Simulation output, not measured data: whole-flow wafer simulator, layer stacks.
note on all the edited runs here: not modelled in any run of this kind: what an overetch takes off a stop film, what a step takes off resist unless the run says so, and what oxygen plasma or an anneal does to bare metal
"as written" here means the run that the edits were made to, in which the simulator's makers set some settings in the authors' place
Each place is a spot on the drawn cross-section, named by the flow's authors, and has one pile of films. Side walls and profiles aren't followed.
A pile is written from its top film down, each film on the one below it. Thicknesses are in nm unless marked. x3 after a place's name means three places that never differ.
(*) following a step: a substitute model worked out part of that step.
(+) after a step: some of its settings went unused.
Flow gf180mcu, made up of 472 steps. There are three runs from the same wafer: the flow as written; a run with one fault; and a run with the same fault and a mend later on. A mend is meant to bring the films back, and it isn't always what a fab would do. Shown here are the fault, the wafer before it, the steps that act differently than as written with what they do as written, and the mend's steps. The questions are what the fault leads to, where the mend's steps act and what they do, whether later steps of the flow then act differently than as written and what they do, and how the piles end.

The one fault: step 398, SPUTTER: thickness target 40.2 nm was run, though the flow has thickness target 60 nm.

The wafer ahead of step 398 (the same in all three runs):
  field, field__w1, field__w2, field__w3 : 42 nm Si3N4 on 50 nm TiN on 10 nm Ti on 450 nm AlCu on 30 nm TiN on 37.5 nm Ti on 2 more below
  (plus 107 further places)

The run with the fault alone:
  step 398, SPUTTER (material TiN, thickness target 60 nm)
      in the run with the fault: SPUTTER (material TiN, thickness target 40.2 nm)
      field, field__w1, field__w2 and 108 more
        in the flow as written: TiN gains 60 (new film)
        in the run with the fault: TiN gains 40.2 (new film)
  Steps further on in the flow that do not act as written (not shown: 7 more steps that differ only slightly, by at most 2% or 0.5 nm, whichever is larger):
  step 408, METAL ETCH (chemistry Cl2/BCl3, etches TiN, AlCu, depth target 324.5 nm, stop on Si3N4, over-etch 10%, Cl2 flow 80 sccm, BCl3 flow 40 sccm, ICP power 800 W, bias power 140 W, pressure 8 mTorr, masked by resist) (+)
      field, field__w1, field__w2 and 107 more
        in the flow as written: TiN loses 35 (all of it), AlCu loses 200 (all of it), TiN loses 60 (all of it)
        in the run with the fault: TiN loses 35 (all of it), AlCu loses 200 (all of it), TiN loses 40.2 (all of it)
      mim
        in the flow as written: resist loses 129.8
        in the run with the fault: resist loses 121.1
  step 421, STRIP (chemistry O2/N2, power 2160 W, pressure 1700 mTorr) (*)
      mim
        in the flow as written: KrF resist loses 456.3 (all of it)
        in the run with the fault: KrF resist loses 471.2 (all of it)
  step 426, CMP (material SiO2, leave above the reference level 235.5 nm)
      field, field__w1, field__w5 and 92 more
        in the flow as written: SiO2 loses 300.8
        in the run with the fault: SiO2 loses 320.6
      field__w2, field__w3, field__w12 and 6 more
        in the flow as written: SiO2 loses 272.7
        in the run with the fault: SiO2 loses 292.5
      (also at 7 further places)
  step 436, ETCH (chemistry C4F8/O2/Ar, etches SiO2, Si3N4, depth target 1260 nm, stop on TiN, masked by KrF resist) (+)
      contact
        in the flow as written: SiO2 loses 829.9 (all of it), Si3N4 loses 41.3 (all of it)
        in the run with the fault: SiO2 loses 810.1 (all of it), Si3N4 loses 41.3 (all of it)
  By the end, the piles at field__w8, contact, m1, m1__w1, mim, m1_nw depart from the flow's by more than 2% or 0.5 nm, whichever is larger.
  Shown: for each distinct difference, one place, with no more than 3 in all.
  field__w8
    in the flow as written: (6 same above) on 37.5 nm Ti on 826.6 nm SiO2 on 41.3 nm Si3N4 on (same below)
    in the run with the fault: (6 same above) on 37.5 nm Ti on 806.8 nm SiO2 on 41.3 nm Si3N4 on (same below)
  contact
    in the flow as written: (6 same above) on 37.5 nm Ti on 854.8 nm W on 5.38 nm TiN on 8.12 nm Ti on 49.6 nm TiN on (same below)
    in the run with the fault: (6 same above) on 37.5 nm Ti on 834.8 nm W on 5.44 nm TiN on 8.21 nm Ti on 49.6 nm TiN on (same below)
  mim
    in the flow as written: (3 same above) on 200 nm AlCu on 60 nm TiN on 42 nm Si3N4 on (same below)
    in the run with the fault: (3 same above) on 200 nm AlCu on 40.2 nm TiN on 42 nm Si3N4 on (same below)

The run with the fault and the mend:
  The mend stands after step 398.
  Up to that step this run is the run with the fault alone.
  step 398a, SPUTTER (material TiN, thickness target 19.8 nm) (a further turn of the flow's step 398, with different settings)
      field, field__w1, field__w2 and 108 more
        TiN gains 19.8
  None of the later steps of the flow acts differently than as written at any place that is followed.
  The piles end the same as the flow's at every place that both follow.
